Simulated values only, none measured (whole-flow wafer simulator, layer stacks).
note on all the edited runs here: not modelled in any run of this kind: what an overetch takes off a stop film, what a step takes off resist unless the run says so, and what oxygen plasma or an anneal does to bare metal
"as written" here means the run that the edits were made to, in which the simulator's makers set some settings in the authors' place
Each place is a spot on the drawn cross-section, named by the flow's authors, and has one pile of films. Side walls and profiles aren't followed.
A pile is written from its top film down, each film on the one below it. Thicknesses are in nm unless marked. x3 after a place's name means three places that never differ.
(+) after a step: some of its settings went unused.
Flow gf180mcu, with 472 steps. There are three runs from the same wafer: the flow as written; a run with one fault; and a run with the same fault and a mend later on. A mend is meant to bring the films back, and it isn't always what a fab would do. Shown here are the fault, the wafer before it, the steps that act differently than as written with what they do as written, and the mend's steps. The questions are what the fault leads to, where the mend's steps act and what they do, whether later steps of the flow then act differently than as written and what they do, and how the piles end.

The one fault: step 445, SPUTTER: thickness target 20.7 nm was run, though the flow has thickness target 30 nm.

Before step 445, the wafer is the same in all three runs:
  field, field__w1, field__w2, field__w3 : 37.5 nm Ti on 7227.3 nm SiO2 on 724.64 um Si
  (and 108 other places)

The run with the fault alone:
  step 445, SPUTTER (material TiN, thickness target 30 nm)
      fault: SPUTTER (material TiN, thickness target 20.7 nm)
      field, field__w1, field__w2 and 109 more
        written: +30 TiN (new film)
        fault: +20.7 TiN (new film)
  Steps further on in the flow that do not act as written (5 other steps are not shown; they differ only slightly, by no more than 2% or 0.5 nm, whichever is larger):
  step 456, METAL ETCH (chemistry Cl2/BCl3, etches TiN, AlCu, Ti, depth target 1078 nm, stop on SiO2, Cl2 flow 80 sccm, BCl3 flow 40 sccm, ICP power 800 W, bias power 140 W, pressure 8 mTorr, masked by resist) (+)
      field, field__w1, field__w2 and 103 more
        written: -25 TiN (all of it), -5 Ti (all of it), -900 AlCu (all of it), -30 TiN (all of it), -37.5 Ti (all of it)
        fault: -25 TiN (all of it), -5 Ti (all of it), -900 AlCu (all of it), -20.7 TiN (all of it), -37.5 Ti (all of it)
  At field__w8, contact, m1, m1__w1, pad, m1_nw, the piles at the end differ from the flow's by more than 2% or 0.5 nm, whichever is larger.
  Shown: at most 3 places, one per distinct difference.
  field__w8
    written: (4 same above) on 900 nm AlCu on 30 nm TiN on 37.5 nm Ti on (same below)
    fault: (4 same above) on 900 nm AlCu on 20.7 nm TiN on 37.5 nm Ti on (same below)
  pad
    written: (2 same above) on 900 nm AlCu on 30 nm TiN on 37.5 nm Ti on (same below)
    fault: (2 same above) on 900 nm AlCu on 20.7 nm TiN on 37.5 nm Ti on (same below)

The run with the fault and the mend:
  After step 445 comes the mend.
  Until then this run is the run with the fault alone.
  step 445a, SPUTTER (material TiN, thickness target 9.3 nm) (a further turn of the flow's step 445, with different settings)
      field, field__w1, field__w2 and 109 more
        +9.3 TiN
  None of the later steps of the flow acts differently than as written at any place that is followed.
  The piles end the same as the flow's at every place that both follow.
